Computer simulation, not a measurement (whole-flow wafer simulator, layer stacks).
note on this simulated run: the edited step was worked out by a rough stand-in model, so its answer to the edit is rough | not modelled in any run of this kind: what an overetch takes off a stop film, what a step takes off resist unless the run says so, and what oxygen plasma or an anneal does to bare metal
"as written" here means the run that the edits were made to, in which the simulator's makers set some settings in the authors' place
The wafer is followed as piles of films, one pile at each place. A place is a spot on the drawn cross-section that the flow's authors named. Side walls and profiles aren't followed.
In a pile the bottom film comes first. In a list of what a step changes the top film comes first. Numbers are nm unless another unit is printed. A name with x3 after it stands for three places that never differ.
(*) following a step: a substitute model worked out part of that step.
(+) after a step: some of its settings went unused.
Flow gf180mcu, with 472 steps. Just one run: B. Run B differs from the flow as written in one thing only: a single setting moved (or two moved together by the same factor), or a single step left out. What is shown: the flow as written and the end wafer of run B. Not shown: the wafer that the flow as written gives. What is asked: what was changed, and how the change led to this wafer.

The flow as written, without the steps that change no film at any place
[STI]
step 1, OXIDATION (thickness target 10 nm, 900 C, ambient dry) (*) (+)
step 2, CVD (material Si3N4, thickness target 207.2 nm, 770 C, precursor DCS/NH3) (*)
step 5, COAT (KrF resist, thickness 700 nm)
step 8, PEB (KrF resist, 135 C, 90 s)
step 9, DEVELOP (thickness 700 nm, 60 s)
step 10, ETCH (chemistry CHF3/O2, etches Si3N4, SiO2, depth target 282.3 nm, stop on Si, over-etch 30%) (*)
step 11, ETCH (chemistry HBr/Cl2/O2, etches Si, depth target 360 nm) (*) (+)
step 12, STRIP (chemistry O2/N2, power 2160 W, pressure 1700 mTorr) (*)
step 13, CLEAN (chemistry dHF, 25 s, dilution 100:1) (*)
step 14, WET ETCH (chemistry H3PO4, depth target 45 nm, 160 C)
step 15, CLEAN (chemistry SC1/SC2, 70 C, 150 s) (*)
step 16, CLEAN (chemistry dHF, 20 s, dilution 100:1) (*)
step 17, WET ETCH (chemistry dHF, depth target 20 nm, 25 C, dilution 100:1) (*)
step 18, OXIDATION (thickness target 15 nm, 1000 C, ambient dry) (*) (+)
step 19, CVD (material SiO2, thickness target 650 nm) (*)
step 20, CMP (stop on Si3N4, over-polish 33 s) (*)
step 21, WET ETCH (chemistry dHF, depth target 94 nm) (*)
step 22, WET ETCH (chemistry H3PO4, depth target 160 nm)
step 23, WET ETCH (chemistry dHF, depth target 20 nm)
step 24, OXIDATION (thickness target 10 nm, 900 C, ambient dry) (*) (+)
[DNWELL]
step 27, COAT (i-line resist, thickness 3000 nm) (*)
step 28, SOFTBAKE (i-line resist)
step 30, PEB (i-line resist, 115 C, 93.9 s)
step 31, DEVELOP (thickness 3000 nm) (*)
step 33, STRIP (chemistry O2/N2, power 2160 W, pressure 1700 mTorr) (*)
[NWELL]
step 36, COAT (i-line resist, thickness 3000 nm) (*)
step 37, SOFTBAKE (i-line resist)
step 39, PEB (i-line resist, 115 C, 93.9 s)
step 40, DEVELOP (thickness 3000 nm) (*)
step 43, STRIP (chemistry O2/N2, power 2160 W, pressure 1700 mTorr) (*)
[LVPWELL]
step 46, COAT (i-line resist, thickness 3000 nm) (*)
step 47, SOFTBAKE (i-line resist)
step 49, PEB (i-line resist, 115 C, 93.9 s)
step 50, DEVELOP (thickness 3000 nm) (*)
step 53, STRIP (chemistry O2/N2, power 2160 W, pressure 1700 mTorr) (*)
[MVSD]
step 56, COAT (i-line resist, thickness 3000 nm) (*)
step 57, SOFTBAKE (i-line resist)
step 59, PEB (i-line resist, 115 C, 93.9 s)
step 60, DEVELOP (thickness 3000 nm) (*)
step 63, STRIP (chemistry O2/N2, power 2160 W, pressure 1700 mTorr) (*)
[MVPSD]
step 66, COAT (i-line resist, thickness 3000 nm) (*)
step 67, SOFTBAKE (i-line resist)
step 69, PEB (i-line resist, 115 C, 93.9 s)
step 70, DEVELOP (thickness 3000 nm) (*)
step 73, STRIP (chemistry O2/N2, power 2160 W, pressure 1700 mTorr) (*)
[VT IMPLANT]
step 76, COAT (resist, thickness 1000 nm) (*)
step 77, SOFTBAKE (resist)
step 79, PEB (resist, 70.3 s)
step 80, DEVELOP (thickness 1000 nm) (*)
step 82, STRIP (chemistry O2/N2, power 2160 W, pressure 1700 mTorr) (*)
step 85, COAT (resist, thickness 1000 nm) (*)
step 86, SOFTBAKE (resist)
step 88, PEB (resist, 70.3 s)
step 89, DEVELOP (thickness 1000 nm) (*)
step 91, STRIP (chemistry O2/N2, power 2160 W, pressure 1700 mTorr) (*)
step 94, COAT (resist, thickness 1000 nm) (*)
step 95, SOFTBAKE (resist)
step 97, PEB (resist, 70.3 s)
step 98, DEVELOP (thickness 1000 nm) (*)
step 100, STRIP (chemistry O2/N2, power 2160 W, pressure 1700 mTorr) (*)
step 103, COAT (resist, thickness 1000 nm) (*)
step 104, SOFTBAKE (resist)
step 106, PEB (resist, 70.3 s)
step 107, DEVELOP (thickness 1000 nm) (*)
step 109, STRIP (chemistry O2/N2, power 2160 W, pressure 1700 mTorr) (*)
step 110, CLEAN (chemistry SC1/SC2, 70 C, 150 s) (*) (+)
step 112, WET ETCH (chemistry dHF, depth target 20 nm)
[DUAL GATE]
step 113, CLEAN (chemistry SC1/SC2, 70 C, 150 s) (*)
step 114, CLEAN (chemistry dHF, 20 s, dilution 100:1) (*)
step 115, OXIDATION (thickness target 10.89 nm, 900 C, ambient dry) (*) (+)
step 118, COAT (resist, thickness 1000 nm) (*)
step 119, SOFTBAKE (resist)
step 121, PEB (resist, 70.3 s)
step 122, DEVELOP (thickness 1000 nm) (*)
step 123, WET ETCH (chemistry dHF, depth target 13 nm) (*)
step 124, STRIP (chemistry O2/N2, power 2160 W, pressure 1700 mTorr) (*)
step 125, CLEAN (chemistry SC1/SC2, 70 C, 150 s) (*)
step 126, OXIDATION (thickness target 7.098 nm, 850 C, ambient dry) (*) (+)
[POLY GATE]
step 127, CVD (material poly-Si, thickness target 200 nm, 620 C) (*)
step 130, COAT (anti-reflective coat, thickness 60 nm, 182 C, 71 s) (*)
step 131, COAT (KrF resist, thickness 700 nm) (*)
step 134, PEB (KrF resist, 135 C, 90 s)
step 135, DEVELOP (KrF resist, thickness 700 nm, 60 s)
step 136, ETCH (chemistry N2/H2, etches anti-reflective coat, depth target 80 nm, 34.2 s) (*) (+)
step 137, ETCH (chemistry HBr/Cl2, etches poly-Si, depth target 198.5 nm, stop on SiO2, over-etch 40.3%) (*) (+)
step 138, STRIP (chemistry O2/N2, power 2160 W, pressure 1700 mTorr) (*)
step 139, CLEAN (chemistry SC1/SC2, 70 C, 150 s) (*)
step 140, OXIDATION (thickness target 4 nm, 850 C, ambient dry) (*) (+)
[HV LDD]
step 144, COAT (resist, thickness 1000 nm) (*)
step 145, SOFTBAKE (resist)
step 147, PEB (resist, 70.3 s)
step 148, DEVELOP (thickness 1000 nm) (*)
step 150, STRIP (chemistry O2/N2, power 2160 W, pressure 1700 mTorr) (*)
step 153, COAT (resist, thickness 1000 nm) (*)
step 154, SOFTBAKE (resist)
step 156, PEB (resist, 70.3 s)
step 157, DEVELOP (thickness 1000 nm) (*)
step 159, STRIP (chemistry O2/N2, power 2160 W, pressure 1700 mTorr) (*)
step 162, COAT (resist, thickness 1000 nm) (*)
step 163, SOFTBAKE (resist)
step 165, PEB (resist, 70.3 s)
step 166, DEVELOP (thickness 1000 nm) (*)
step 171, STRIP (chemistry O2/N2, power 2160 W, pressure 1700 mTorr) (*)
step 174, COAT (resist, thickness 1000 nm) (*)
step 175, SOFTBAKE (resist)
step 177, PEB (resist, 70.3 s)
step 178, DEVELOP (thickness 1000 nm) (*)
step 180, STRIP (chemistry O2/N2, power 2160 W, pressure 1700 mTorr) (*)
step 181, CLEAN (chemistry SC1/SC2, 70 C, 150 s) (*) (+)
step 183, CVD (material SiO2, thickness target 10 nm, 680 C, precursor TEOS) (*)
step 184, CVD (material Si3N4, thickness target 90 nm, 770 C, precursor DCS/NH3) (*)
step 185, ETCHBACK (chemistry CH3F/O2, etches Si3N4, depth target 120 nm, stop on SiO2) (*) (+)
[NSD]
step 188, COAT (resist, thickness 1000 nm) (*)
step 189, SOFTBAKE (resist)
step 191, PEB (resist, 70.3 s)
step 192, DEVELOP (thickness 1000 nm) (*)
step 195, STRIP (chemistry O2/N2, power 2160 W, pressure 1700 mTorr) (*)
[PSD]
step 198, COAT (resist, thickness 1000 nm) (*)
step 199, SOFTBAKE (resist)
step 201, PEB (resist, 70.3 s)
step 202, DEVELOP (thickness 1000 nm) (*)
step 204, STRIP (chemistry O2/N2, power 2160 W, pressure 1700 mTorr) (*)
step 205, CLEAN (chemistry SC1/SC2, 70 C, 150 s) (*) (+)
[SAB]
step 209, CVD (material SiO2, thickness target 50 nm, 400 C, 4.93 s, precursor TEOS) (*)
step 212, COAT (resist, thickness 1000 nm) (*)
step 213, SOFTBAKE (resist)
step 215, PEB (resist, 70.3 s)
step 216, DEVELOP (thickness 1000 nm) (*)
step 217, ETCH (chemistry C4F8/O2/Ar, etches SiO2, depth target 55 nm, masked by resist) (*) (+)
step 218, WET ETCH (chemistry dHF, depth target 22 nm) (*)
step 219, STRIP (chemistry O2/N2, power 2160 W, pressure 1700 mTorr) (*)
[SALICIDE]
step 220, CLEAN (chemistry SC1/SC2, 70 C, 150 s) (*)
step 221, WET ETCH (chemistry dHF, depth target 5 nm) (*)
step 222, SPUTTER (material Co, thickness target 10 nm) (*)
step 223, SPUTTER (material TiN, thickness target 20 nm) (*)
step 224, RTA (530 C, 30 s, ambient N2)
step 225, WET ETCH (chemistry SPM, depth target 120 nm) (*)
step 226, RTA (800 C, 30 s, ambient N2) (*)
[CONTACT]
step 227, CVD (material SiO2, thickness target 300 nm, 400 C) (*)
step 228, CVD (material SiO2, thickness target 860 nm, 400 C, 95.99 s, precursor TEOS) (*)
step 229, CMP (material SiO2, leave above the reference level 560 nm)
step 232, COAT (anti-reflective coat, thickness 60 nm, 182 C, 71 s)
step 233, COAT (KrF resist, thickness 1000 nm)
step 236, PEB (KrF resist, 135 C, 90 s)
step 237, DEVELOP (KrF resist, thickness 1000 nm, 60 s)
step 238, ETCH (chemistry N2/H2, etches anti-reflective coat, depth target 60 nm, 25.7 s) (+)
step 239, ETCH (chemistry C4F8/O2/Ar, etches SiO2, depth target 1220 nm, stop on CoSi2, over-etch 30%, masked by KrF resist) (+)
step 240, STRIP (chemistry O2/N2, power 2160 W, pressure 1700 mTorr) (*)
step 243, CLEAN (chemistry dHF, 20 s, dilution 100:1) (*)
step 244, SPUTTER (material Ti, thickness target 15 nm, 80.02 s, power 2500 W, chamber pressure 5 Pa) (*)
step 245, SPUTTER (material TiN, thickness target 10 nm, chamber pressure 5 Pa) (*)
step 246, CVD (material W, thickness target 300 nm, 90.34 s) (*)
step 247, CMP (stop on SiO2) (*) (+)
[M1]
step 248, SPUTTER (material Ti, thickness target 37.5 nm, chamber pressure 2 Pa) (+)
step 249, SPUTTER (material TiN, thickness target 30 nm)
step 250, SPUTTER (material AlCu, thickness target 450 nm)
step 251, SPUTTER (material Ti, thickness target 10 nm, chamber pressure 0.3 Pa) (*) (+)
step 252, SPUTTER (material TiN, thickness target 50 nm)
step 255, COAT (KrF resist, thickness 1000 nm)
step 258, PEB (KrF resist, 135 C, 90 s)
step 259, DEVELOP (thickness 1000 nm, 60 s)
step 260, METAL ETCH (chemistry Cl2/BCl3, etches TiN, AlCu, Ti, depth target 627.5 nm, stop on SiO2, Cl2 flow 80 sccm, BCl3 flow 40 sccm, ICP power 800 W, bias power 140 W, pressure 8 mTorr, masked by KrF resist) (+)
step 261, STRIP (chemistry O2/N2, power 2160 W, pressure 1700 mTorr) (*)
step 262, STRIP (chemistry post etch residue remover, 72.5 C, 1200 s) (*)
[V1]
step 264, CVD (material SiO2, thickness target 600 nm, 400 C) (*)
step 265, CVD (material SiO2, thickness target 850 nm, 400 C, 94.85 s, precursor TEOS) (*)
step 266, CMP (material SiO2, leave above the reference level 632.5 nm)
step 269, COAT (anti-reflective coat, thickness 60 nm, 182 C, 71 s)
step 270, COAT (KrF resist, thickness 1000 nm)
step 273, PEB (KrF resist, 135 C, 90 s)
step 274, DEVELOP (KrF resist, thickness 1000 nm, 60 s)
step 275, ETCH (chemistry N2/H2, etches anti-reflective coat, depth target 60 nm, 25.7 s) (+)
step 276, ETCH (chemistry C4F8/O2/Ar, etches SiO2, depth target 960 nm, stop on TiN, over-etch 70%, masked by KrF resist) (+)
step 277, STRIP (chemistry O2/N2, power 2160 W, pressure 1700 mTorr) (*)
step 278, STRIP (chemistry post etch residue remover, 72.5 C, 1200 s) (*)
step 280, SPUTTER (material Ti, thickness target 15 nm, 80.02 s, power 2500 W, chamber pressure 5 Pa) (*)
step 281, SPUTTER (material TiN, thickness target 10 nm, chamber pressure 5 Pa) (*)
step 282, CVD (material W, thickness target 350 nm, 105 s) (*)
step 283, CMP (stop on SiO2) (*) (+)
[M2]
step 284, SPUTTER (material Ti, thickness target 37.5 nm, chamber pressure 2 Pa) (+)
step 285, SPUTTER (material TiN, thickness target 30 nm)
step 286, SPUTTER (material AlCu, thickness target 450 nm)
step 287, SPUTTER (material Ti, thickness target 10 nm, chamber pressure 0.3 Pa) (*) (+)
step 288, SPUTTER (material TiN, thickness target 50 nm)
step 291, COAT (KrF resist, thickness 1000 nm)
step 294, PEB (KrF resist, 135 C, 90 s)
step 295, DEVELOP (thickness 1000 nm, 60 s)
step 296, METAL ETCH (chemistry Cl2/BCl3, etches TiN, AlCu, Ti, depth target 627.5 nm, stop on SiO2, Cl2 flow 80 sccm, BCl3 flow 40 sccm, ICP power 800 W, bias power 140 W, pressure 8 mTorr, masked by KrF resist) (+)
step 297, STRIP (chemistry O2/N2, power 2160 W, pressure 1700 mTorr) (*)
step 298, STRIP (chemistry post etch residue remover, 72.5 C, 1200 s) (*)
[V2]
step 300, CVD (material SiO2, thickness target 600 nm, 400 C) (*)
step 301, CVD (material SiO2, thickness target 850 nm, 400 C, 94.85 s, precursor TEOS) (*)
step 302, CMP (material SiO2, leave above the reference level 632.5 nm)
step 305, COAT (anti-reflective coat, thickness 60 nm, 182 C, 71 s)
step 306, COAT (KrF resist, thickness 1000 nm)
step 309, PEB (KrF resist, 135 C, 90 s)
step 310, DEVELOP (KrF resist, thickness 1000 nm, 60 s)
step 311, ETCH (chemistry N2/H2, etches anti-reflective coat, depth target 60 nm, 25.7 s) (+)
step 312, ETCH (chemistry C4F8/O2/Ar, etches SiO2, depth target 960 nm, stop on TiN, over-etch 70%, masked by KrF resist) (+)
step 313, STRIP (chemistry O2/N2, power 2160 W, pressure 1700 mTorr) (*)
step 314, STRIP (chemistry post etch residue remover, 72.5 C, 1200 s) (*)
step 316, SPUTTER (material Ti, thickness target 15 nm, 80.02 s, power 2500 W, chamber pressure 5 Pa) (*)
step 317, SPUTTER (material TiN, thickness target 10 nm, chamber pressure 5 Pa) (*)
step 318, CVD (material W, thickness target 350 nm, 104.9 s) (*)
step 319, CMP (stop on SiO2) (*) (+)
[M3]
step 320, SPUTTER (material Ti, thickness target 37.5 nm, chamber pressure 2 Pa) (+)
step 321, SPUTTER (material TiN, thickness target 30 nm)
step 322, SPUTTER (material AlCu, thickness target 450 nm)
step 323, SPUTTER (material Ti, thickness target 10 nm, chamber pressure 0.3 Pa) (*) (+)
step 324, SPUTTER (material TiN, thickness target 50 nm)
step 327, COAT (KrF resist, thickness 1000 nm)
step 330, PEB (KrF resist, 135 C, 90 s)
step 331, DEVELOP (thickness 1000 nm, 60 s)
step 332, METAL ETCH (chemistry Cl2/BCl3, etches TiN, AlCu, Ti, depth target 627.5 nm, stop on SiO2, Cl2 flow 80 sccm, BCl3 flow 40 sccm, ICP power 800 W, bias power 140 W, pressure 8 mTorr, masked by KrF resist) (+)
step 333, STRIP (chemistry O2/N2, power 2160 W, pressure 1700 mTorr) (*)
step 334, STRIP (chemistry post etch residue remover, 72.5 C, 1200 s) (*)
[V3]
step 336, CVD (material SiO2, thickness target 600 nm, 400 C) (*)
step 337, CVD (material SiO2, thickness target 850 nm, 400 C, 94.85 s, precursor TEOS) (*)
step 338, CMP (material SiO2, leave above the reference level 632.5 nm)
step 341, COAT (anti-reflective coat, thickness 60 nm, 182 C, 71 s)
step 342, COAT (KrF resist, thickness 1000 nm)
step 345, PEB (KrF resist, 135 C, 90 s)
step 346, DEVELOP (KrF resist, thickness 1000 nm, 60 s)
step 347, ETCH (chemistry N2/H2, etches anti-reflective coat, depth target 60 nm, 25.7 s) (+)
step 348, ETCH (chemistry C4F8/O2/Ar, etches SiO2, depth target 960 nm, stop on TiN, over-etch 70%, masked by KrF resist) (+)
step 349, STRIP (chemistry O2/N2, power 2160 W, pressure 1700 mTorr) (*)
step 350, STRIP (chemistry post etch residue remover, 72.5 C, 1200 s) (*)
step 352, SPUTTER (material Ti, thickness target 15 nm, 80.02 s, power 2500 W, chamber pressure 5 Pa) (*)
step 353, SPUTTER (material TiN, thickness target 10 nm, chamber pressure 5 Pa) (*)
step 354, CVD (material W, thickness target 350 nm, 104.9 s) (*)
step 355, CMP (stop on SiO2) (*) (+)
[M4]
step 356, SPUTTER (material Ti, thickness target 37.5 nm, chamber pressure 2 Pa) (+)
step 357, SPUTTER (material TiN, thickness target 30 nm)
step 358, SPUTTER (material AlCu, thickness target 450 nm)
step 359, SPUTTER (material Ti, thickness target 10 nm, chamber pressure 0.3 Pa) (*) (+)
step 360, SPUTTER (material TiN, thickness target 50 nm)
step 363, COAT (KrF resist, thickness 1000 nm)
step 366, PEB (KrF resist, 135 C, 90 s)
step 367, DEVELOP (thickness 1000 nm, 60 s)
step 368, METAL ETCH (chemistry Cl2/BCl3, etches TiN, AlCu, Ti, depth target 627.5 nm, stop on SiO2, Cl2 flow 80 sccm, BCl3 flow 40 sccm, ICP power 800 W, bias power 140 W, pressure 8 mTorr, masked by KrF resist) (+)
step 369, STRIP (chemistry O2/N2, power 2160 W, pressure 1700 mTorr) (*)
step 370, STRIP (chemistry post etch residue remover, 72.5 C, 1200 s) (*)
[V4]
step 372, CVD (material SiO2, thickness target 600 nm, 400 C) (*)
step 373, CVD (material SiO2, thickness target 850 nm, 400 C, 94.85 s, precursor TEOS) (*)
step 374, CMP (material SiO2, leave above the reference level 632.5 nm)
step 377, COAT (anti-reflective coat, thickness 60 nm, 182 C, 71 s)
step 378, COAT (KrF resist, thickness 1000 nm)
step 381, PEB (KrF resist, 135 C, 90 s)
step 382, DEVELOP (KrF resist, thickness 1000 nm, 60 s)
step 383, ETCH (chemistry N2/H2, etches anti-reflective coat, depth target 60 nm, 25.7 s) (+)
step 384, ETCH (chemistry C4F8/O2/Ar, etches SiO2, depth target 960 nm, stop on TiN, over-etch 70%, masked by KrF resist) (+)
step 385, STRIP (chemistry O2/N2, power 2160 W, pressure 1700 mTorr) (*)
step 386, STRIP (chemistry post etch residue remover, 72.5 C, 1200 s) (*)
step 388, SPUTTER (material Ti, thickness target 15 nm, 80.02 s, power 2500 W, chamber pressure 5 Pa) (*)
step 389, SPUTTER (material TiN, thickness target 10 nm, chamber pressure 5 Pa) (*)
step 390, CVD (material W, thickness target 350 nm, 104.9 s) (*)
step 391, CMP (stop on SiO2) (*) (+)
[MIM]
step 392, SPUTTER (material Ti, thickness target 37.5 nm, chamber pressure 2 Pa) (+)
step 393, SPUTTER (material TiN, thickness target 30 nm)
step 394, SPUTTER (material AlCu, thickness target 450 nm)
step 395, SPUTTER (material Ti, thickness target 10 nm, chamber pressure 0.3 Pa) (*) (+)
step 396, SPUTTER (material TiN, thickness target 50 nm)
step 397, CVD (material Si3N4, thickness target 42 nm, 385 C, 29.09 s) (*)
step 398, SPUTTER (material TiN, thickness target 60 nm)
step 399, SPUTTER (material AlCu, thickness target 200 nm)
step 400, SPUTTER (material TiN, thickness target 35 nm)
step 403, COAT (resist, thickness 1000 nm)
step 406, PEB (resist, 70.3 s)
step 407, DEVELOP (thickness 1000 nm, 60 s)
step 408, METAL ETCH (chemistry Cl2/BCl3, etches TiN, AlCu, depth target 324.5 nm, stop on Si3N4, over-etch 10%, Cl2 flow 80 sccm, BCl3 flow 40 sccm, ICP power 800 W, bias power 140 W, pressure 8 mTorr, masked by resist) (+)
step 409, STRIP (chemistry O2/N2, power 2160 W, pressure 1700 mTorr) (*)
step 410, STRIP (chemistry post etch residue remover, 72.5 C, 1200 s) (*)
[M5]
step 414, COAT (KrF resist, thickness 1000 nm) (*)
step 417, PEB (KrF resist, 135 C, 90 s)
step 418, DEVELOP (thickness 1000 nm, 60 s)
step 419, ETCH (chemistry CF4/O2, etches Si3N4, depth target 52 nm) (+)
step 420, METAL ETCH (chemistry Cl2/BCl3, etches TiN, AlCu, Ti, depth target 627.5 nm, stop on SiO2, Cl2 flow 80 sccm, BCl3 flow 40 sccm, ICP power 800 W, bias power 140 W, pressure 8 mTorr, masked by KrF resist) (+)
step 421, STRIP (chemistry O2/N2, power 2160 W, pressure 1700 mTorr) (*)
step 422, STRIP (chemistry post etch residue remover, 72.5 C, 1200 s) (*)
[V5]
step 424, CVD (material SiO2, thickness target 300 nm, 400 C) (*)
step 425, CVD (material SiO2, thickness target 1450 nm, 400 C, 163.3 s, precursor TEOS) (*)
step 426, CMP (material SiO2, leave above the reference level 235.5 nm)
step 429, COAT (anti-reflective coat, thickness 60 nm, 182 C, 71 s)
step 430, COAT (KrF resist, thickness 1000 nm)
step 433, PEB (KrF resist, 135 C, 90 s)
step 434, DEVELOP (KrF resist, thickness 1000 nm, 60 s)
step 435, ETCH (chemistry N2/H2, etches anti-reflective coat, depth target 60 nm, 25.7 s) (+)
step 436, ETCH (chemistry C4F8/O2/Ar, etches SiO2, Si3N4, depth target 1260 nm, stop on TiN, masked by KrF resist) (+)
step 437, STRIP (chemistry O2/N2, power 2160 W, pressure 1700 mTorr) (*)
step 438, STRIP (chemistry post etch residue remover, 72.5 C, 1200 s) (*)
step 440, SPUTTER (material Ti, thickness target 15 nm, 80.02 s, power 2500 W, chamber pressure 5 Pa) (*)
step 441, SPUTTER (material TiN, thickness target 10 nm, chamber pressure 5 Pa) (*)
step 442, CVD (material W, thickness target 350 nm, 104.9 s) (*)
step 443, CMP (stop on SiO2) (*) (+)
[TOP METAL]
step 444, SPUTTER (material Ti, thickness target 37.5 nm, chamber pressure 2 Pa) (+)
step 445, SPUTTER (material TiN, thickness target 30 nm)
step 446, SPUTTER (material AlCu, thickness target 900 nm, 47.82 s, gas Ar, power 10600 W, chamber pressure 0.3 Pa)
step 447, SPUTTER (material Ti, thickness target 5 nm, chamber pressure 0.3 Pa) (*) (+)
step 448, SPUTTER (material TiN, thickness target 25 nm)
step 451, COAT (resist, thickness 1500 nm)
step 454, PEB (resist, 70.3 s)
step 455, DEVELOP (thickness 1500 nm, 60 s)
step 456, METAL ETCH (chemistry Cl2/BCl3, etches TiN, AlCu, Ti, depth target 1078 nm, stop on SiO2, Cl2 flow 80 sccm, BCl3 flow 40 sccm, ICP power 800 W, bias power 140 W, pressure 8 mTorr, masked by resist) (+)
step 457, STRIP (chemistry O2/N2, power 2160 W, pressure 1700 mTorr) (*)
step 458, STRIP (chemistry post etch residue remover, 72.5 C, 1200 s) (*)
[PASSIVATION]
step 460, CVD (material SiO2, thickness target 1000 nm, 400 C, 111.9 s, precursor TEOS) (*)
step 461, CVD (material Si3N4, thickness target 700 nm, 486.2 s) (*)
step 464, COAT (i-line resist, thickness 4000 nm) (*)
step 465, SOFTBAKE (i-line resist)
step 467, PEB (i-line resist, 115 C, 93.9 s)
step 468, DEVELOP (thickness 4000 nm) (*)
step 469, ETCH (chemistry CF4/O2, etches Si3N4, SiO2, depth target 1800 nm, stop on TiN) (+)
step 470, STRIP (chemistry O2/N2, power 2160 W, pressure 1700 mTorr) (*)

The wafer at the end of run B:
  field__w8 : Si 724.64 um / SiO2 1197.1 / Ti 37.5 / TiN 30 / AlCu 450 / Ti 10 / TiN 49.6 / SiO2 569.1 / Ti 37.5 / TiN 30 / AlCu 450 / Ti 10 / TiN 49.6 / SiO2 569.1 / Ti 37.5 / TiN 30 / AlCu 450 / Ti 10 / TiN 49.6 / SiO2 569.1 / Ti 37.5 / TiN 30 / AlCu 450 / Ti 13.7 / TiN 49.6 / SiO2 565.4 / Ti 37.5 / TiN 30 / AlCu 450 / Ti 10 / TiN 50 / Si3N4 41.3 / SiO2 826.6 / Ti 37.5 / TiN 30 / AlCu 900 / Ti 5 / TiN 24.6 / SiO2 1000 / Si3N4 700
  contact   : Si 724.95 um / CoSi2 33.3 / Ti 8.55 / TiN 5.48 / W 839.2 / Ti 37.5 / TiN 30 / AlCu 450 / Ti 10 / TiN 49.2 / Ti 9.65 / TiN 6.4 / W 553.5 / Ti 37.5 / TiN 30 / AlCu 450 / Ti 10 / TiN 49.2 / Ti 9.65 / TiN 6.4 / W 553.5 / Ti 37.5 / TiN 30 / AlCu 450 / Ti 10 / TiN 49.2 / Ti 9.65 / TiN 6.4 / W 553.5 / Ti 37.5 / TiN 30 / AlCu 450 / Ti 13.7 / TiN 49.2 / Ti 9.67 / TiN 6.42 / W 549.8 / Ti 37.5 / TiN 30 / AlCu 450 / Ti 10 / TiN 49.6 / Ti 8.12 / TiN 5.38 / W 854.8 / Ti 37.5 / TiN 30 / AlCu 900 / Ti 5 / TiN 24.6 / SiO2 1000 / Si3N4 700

The reason: step 359, SPUTTER: thickness target 13.7 nm was run, while the flow as written has thickness target 10 nm.
The wafer lets one read it off: field__w8 has Ti 13.7, and step 359 as written asks for 10 nm.

How this came from the change, step by step:
  step 359, SPUTTER (material Ti, thickness target 10 nm, chamber pressure 0.3 Pa) (*) (+)
      field, field__w1, field__w2 and 108 more: +13.7 Ti (new film) (in the flow as written it would be: +10 Ti (new film))
  step 368, METAL ETCH (chemistry Cl2/BCl3, etches TiN, AlCu, Ti, depth target 627.5 nm, stop on SiO2, Cl2 flow 80 sccm, BCl3 flow 40 sccm, ICP power 800 W, bias power 140 W, pressure 8 mTorr, masked by KrF resist) (+)
      field, field__w1, field__w2 and 103 more: -50 TiN (all of it), -13.7 Ti (all of it), -450 AlCu (all of it), -30 TiN (all of it), -37.5 Ti (all of it) (in the flow as written it would be: -50 TiN (all of it), -10 Ti (all of it), -450 AlCu (all of it), -30 TiN (all of it), -37.5 Ti (all of it))
